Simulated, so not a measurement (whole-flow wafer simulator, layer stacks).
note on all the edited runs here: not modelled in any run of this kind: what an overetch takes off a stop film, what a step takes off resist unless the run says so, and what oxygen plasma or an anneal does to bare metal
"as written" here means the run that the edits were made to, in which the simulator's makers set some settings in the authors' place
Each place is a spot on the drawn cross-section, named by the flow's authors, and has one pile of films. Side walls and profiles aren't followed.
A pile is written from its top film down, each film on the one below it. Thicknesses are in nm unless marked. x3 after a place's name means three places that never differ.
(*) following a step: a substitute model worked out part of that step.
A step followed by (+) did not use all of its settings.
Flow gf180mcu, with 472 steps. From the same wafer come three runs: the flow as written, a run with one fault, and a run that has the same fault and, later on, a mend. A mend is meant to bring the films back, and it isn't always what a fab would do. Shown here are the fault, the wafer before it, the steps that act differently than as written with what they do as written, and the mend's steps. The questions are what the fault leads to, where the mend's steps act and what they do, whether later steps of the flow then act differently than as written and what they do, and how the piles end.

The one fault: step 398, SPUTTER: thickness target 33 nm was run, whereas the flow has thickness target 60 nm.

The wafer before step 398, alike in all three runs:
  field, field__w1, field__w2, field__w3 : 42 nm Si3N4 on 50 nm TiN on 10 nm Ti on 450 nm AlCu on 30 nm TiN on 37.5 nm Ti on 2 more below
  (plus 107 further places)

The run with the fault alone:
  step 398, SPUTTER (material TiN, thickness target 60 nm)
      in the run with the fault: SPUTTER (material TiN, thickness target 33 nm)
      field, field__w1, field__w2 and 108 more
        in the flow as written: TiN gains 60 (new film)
        in the run with the fault: TiN gains 33 (new film)
  Steps further on in the flow that do not act as written (not shown: 5 more steps that differ only slightly, by at most 2% or 0.5 nm, whichever is larger):
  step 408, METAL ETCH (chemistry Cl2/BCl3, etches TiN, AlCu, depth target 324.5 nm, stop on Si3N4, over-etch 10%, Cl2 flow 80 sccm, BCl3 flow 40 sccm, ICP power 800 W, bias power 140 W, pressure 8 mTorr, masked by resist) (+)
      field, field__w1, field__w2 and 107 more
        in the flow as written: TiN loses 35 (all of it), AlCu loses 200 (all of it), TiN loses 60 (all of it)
        in the run with the fault: TiN loses 35 (all of it), AlCu loses 200 (all of it), TiN loses 33 (all of it)
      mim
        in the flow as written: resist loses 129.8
        in the run with the fault: resist loses 117.9
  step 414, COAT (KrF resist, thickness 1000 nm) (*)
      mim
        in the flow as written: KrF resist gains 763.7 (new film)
        in the run with the fault: KrF resist gains 784.4 (new film)
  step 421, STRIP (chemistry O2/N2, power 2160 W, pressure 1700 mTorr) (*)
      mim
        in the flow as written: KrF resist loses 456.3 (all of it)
        in the run with the fault: KrF resist loses 476.6 (all of it)
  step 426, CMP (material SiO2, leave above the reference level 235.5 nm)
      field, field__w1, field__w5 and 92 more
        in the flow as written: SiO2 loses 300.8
        in the run with the fault: SiO2 loses 327.8
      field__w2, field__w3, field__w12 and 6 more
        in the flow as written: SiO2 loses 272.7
        in the run with the fault: SiO2 loses 299.7
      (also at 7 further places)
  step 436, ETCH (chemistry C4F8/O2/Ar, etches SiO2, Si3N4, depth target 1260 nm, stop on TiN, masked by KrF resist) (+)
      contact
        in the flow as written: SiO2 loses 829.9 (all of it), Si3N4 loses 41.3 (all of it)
        in the run with the fault: SiO2 loses 802.9 (all of it), Si3N4 loses 41.3 (all of it)
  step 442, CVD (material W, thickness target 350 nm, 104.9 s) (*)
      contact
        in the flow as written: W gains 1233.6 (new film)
        in the run with the fault: W gains 1206.4 (new film)
  The piles end different from the flow's at field__w8, contact, m1, m1__w1, mim, m1_nw by more than 2% or 0.5 nm, whichever is larger.
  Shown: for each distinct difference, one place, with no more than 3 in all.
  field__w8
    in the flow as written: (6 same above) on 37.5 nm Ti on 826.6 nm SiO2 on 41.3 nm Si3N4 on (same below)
    in the run with the fault: (6 same above) on 37.5 nm Ti on 799.6 nm SiO2 on 41.3 nm Si3N4 on (same below)
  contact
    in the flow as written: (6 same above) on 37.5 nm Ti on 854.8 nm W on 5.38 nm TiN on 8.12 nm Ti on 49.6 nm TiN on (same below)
    in the run with the fault: (6 same above) on 37.5 nm Ti on 827.6 nm W on 5.47 nm TiN on 8.25 nm Ti on 49.6 nm TiN on (same below)
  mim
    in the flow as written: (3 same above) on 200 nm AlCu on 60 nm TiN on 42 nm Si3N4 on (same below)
    in the run with the fault: (3 same above) on 200 nm AlCu on 33 nm TiN on 42 nm Si3N4 on (same below)

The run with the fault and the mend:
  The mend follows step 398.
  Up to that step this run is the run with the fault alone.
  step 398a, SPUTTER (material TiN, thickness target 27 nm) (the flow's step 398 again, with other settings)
      field, field__w1, field__w2 and 108 more
        TiN gains 27
  Every later step of the flow that is run acts as written at every place that is followed.
  By the end, the piles equal the flow's at every place that both follow.
